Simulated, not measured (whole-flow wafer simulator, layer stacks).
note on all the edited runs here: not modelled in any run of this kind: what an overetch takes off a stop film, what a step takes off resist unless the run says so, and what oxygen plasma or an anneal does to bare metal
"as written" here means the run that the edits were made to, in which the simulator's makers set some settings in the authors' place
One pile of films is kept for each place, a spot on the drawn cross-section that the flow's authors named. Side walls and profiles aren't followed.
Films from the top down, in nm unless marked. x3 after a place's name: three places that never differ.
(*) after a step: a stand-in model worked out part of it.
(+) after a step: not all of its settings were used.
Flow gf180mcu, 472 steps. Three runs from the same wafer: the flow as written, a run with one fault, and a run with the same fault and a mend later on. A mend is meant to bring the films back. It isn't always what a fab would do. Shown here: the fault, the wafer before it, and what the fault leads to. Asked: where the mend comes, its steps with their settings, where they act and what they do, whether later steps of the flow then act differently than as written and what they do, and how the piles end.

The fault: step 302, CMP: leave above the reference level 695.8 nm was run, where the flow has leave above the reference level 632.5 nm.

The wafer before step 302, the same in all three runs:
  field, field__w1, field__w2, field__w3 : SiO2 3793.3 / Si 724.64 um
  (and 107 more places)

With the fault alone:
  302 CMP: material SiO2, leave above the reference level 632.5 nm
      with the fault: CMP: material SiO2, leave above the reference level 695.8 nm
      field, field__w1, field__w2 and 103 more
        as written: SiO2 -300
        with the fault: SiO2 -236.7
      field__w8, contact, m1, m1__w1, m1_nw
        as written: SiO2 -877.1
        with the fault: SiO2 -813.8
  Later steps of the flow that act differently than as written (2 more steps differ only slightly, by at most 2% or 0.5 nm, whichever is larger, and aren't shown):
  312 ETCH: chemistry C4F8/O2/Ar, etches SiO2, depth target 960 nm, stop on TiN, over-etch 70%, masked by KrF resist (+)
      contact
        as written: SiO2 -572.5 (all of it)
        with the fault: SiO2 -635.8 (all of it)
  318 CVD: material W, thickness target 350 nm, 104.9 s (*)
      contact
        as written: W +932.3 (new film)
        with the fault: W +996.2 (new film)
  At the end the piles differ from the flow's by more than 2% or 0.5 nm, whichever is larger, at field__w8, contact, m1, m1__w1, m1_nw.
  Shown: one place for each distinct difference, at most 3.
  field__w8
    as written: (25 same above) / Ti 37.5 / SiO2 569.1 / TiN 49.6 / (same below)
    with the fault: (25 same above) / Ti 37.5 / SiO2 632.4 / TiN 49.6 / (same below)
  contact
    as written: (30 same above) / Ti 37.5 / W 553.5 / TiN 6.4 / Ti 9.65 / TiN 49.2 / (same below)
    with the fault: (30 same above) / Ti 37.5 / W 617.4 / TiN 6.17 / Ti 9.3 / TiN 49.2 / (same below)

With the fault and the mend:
  The mend comes after step 302.
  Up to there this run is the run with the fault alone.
  302a CMP: material SiO2, leave above the reference level 632.5 nm (the flow's step 302 once more)
      field, field__w1, field__w2 and 108 more
        SiO2 -63.3
  No later step of the flow acts differently than as written at any place that is followed.
  At the end the piles are the same as the flow's at every place that both follow.
